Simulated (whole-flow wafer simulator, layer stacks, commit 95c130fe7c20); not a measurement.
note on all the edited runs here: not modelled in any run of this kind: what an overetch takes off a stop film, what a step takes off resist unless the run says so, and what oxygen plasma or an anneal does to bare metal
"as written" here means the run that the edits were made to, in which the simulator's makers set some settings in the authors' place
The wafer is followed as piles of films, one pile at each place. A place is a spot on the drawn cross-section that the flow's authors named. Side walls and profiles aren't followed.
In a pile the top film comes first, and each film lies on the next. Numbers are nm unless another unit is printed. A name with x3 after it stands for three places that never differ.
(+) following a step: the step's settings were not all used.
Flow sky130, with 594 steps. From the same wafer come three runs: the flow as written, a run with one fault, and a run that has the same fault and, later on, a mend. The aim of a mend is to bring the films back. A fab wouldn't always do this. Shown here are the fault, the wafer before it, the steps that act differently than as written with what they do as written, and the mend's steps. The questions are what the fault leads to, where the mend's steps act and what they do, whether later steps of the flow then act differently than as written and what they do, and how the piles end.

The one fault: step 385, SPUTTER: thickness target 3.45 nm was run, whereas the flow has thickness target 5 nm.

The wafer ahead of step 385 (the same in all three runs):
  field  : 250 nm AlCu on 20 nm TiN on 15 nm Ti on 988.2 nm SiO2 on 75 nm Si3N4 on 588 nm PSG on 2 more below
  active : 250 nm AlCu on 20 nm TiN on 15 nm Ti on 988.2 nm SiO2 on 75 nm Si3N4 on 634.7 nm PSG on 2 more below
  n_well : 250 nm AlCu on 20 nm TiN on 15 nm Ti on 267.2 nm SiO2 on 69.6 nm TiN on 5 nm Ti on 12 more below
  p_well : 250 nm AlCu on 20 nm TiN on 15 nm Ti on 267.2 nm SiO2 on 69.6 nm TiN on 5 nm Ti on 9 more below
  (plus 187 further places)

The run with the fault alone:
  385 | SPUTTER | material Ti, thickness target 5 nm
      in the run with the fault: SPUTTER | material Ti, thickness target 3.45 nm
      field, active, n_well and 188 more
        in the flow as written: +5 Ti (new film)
        in the run with the fault: +3.45 Ti (new film)
  Steps later in the flow that act otherwise than as written (not shown: 18 more steps that differ only slightly, by at most 2% or 0.5 nm, whichever is larger):
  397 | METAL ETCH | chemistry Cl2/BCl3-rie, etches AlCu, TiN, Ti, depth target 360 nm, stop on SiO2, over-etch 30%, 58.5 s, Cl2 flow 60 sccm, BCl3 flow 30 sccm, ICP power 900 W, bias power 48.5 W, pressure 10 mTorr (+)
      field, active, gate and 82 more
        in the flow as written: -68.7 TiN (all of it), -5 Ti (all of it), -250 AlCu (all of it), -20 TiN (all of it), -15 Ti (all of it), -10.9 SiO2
        in the run with the fault: -68.7 TiN (all of it), -3.45 Ti (all of it), -250 AlCu (all of it), -20 TiN (all of it), -15 Ti (all of it), -11.1 SiO2
  The piles end different from the flow's at n_well, p_well, gate_hv and 103 more by more than 2% or 0.5 nm, whichever is larger.
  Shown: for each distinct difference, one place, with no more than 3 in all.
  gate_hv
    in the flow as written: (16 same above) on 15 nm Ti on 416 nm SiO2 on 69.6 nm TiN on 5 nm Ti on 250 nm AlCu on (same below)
    in the run with the fault: (16 same above) on 15 nm Ti on 417.6 nm SiO2 on 69.6 nm TiN on 3.45 nm Ti on 250 nm AlCu on (same below)
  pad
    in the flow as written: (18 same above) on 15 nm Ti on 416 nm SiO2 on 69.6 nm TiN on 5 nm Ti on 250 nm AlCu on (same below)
    in the run with the fault: (18 same above) on 15 nm Ti on 417.6 nm SiO2 on 69.6 nm TiN on 3.45 nm Ti on 250 nm AlCu on (same below)
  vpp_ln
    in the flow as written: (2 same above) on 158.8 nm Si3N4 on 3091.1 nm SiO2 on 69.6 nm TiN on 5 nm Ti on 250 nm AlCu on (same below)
    in the run with the fault: (2 same above) on 158.8 nm Si3N4 on 3092.7 nm SiO2 on 69.6 nm TiN on 3.45 nm Ti on 250 nm AlCu on (same below)

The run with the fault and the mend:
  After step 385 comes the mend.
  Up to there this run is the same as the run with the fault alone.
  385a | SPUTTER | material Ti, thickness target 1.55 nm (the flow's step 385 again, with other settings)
      field, active, n_well and 188 more
        +1.55 Ti
  Every later step of the flow that is run acts as written at every place that is followed.
  By the end, the piles equal the flow's at every place that both follow.
